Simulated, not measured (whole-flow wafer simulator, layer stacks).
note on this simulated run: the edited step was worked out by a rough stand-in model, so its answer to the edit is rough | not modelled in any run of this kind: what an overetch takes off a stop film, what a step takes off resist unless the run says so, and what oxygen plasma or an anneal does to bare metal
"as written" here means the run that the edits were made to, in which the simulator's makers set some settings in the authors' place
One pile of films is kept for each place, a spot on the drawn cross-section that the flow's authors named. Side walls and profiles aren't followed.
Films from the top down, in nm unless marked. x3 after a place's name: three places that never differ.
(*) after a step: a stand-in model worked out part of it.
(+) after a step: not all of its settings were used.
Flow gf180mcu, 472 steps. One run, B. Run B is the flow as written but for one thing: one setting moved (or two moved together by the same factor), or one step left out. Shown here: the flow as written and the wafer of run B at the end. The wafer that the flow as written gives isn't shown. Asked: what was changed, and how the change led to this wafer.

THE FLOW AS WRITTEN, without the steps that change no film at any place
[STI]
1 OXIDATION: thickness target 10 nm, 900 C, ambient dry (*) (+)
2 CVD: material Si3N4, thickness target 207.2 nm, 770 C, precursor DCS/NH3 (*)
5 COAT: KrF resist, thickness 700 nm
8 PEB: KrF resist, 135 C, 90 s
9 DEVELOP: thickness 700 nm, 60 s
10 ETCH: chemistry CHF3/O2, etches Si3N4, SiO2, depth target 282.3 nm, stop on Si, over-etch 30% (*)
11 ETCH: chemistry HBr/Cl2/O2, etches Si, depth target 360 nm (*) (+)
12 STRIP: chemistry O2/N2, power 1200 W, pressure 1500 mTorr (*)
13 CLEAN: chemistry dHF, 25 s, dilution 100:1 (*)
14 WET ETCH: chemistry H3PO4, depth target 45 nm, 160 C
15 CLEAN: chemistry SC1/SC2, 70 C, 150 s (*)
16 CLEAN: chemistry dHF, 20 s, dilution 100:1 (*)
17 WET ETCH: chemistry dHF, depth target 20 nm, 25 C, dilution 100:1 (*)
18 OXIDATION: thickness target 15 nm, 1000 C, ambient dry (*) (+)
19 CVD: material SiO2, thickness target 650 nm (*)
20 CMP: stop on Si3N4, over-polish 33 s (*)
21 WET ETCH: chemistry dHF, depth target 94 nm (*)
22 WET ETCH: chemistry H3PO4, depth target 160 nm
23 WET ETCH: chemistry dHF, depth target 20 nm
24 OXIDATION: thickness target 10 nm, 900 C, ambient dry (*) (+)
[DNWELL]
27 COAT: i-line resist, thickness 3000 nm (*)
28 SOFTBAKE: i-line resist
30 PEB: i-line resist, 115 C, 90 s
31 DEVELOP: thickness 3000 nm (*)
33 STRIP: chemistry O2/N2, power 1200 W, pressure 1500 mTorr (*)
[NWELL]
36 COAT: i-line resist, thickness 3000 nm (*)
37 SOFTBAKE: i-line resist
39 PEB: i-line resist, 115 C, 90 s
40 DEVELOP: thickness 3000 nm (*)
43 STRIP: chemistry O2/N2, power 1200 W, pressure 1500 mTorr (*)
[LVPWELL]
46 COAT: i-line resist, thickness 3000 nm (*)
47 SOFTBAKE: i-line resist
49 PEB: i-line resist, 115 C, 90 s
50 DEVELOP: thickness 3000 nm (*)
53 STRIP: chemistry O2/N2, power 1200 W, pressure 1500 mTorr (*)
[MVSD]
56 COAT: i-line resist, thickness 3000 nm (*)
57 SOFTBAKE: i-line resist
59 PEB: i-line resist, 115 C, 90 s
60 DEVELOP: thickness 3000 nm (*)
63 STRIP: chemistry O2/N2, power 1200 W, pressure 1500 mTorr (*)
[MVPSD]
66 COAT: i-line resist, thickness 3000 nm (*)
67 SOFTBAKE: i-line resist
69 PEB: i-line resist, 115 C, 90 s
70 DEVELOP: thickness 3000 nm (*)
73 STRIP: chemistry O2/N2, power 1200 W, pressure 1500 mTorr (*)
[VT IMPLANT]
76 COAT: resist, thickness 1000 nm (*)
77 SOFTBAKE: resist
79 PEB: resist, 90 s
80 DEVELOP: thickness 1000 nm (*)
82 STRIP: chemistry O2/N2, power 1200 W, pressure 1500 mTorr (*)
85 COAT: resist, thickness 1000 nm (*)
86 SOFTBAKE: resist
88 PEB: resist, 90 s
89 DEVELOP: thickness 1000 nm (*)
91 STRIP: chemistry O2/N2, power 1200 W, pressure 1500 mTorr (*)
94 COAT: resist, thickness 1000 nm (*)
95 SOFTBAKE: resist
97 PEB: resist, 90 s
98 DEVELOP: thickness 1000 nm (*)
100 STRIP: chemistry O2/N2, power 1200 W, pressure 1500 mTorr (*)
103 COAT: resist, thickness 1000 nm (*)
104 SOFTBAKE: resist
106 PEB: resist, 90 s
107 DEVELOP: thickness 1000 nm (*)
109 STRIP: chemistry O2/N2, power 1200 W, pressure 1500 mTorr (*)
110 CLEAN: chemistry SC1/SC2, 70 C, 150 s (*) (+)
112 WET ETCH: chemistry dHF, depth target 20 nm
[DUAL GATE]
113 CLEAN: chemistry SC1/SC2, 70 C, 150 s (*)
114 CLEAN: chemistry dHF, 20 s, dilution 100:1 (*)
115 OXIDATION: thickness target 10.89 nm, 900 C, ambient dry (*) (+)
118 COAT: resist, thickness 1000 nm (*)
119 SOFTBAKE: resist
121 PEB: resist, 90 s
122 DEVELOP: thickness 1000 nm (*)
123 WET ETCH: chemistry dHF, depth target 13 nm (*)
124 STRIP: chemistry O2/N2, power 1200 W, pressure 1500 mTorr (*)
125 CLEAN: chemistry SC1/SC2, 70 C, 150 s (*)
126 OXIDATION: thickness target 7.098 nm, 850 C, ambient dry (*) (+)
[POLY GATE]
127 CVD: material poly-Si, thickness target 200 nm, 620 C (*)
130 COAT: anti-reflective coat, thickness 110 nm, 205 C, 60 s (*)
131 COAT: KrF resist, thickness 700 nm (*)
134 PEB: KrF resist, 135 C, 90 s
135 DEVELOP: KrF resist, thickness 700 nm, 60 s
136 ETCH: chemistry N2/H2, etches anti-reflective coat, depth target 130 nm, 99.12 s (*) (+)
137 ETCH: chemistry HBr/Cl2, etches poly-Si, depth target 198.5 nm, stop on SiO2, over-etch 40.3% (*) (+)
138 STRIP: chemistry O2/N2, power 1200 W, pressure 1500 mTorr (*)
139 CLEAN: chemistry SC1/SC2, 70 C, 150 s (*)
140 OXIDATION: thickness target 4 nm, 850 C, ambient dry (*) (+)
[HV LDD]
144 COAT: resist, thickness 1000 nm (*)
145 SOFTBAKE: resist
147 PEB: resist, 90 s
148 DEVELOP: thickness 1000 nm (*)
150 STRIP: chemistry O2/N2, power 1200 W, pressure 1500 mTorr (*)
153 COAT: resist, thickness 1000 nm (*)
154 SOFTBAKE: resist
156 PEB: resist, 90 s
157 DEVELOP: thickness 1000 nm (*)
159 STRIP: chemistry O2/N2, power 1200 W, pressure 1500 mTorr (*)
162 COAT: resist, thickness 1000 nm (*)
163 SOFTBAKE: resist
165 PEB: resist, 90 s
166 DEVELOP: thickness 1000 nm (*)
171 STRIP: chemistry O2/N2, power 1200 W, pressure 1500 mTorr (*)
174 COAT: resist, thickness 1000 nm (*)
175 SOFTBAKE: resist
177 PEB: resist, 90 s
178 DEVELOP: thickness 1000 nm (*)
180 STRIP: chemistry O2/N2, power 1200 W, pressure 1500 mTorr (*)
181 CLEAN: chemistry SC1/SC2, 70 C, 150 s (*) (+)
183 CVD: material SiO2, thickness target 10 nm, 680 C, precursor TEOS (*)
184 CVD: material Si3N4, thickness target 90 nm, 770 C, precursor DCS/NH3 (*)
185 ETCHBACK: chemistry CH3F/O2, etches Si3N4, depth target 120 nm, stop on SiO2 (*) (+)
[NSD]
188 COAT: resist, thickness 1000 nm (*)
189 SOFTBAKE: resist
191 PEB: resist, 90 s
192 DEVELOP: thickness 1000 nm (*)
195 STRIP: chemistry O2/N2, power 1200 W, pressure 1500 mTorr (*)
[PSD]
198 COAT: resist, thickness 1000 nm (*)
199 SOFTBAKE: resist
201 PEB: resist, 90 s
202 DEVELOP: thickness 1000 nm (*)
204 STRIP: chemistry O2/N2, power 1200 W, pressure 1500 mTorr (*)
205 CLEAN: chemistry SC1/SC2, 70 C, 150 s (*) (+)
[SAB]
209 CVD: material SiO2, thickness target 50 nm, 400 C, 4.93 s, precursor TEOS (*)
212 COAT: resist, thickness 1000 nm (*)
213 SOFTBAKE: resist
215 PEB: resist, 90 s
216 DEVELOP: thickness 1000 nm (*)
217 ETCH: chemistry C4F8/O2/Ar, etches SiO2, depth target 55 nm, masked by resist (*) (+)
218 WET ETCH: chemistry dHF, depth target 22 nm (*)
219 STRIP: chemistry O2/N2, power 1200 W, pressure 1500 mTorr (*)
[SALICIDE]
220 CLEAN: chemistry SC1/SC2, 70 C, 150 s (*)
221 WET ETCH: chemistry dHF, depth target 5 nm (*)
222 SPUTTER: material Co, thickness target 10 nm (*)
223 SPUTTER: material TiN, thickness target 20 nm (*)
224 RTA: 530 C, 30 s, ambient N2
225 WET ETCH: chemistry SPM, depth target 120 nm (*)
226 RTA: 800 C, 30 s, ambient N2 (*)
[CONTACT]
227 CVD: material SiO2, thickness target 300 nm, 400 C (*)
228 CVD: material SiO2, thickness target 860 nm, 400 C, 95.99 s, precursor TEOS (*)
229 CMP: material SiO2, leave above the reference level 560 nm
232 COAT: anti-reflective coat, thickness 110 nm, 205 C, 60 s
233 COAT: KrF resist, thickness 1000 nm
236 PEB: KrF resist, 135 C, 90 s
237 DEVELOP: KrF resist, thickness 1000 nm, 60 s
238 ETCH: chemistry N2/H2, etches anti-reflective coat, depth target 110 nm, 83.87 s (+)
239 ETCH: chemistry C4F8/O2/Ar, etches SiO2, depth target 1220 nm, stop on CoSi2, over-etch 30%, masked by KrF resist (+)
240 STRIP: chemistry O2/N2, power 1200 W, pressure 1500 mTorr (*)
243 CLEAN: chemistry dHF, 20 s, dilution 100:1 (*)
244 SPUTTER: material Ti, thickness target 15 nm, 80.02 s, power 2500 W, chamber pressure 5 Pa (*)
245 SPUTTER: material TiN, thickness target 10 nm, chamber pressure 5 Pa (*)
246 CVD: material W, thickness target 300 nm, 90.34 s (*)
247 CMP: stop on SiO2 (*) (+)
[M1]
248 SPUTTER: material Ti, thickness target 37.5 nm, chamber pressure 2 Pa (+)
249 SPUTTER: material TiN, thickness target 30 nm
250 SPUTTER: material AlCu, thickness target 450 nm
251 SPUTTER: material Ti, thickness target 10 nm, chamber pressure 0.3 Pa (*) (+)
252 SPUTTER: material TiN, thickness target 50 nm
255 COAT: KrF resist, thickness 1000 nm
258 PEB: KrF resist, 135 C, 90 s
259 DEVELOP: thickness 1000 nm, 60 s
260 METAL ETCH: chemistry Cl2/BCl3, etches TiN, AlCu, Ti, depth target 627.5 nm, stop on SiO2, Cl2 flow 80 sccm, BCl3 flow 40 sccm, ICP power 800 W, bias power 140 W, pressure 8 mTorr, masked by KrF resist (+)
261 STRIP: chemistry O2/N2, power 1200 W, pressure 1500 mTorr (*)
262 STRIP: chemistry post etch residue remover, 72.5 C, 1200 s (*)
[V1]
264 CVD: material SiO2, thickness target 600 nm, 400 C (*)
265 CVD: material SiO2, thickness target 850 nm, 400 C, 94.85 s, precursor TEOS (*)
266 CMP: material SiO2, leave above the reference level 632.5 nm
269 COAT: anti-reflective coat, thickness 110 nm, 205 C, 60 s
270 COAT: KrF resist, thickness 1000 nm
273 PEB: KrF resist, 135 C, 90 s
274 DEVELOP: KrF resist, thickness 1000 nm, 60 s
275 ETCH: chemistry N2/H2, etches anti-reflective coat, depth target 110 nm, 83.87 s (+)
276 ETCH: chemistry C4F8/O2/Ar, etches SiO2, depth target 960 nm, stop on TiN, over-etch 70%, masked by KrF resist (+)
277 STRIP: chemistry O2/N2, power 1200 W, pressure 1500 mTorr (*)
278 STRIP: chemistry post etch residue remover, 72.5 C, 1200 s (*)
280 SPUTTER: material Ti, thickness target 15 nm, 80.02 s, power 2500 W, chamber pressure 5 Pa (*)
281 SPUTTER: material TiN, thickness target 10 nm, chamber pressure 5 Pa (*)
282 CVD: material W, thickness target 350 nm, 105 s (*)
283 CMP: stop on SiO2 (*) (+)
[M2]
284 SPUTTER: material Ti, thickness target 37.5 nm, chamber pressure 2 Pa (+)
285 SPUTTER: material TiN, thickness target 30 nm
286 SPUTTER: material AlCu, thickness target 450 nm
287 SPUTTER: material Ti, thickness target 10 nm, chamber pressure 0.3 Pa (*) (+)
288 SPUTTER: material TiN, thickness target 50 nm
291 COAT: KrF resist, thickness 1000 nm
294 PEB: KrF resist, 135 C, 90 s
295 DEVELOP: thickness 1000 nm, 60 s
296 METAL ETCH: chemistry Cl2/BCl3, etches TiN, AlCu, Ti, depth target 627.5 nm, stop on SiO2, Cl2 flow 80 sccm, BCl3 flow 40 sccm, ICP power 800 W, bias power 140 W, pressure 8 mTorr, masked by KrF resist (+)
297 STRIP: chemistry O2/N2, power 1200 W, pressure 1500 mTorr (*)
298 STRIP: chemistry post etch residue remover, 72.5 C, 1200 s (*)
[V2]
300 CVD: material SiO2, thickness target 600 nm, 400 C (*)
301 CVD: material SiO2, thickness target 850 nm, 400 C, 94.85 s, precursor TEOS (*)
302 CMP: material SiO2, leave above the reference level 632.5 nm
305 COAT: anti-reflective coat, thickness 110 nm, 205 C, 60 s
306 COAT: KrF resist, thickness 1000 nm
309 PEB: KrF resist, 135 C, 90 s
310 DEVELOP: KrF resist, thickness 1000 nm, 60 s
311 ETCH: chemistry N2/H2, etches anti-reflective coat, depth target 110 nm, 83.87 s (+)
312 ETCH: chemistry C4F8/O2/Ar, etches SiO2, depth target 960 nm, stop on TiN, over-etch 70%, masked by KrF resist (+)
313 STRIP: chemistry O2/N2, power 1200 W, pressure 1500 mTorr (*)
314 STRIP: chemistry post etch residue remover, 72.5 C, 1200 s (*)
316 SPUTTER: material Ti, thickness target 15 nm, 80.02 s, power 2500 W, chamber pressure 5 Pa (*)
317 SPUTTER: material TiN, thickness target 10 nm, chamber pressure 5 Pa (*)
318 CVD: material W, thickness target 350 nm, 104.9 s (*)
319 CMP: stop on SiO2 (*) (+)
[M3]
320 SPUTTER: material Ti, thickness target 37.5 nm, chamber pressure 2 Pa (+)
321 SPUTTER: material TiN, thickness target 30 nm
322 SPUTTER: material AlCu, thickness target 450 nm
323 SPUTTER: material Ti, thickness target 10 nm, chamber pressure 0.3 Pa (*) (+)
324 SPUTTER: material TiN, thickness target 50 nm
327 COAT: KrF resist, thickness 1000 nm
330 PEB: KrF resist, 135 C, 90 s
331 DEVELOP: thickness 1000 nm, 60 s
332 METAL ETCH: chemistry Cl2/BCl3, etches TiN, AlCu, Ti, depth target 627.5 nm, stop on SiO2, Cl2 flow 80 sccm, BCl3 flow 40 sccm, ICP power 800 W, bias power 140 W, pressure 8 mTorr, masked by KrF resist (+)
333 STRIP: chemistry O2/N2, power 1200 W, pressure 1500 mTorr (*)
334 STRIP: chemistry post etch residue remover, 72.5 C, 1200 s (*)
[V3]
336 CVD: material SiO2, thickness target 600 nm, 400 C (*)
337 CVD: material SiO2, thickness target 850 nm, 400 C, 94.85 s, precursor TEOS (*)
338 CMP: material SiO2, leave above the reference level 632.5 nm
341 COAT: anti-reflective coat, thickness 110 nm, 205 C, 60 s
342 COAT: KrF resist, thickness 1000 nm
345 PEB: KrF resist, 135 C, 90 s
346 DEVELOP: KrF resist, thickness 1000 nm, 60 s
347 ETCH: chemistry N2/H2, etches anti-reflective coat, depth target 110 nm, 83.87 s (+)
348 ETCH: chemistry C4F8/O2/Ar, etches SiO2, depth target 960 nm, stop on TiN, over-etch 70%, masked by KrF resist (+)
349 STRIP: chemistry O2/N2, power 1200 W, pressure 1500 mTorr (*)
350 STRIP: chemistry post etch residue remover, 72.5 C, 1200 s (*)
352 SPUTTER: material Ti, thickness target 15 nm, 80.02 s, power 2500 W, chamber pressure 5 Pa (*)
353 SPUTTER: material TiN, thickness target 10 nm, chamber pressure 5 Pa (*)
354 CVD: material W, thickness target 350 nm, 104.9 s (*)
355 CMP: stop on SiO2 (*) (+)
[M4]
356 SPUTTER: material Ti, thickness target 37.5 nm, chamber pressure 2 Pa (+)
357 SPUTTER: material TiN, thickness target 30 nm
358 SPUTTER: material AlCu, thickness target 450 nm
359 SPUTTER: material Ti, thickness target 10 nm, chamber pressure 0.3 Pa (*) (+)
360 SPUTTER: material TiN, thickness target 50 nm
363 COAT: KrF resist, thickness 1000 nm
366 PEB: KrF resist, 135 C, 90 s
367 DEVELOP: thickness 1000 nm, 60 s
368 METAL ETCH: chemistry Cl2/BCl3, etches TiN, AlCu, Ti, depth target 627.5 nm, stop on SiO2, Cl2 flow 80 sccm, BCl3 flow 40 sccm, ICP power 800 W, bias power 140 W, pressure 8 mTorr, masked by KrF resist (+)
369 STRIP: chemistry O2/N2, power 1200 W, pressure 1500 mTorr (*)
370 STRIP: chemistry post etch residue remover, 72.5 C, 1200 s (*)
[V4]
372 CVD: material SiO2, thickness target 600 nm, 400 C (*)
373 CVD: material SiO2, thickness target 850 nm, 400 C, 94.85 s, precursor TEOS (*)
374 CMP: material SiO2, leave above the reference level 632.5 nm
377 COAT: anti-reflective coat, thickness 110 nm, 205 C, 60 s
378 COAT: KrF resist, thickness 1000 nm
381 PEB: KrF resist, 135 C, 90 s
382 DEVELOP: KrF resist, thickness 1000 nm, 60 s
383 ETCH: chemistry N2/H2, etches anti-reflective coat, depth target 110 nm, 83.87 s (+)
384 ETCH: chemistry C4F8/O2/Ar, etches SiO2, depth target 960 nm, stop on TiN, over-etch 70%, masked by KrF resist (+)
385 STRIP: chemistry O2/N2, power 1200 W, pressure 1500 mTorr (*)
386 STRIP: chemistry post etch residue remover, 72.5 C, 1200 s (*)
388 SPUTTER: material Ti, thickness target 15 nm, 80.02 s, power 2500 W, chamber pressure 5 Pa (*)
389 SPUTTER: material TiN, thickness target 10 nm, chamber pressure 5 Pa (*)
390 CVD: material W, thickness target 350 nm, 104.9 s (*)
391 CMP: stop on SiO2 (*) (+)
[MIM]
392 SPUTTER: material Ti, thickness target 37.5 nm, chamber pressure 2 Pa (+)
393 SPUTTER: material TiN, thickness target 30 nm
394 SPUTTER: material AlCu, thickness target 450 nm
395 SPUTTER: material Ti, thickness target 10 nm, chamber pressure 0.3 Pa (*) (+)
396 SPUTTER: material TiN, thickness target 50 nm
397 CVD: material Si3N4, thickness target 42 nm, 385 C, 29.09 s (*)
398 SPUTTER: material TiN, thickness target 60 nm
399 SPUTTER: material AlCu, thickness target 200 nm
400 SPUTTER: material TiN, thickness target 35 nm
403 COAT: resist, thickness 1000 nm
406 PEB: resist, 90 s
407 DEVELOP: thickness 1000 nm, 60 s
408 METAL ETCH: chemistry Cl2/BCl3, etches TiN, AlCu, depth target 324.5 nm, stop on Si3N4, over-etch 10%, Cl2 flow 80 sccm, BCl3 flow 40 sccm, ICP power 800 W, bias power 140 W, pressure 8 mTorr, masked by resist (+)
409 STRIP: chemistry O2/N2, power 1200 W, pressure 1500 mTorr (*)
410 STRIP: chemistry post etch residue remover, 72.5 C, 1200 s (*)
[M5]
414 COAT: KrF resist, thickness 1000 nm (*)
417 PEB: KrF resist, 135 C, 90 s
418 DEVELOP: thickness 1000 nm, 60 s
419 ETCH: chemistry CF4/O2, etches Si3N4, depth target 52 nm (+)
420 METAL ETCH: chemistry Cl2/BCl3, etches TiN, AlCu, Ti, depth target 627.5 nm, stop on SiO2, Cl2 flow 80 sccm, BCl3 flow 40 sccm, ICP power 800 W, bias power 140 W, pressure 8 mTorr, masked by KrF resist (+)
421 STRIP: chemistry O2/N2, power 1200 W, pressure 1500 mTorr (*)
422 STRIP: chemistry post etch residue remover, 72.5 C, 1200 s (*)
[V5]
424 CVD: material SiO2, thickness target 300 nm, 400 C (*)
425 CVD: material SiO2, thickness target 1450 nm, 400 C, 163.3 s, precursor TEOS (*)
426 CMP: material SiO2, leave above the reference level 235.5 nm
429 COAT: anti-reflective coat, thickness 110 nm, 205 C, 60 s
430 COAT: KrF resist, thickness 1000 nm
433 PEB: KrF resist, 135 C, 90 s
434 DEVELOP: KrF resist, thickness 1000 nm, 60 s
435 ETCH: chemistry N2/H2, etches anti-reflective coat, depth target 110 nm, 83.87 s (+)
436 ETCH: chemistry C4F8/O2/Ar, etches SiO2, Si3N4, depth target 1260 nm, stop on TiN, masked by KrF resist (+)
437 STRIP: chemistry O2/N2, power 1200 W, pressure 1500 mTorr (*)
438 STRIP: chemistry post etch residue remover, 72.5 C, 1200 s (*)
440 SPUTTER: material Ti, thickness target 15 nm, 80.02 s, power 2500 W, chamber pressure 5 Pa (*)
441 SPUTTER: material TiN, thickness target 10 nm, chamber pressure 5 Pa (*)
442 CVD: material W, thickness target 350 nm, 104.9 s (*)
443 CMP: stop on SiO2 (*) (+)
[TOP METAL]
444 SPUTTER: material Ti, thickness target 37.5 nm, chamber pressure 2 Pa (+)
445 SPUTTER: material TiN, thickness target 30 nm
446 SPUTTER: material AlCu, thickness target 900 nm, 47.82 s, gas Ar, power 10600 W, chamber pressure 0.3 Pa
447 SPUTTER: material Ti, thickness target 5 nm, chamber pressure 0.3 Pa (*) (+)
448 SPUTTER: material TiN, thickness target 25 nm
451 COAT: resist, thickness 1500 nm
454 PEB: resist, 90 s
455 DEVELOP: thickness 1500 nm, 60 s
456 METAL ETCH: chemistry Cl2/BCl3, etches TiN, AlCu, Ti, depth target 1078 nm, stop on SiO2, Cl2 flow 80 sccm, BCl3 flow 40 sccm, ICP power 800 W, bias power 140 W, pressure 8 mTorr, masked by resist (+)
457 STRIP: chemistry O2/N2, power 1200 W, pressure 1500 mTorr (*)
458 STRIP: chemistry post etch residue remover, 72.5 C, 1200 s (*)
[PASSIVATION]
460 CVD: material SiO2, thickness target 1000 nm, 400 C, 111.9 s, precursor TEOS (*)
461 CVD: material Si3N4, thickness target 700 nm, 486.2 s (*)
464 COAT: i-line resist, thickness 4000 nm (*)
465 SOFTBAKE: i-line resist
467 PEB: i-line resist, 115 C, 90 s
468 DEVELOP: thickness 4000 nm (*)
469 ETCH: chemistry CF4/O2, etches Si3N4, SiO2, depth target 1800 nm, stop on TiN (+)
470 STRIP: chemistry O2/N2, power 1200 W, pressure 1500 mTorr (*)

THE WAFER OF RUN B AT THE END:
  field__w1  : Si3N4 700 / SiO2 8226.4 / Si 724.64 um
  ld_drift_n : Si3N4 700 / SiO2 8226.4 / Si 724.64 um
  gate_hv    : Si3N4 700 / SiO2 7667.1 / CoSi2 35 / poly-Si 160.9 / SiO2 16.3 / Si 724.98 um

The cause: step 126, OXIDATION: thickness target 9.44 nm was run, where the flow has thickness target 7.098 nm.

How the change led to this, step by step:
  126 OXIDATION: thickness target 7.098 nm, 850 C, ambient dry (*) (+)
      gate_hv, active_hv, active_nat and 25 more: SiO2 +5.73, Si -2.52 (as written it would be: SiO2 +3.72, Si -1.64)
      active, n_well, p_well and 12 more: SiO2 +9.44 (new film), chemical SiO2 -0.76 (all of it), Si -3.82 (as written it would be: SiO2 +7.1 (new film), chemical SiO2 -0.76 (all of it), Si -2.79)
  189 SOFTBAKE: resist
      nw_enc_fld_lv__w3: resist -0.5 (as written it would be: resist +0.35)
  199 SOFTBAKE: resist
      nw_enc_fld_lv__w3: resist -0.5 (as written it would be: resist +0.35)
  218 WET ETCH: chemistry dHF, depth target 22 nm (*)
      active, p_well, sd_n, iso_ptap_pw, iso_ntap_nw, iso_ptap_sub, vpnp_e: SiO2 -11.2 (all of it) (as written it would be: SiO2 -9.01 (all of it))
      ldn_tap, ldn_src, ldn_drn, ldp_tap, ldp_src, ldp_drn, ldp_gr: SiO2 -17.9 (all of it) (as written it would be: SiO2 -16 (all of it))
      (and at 9 more places)
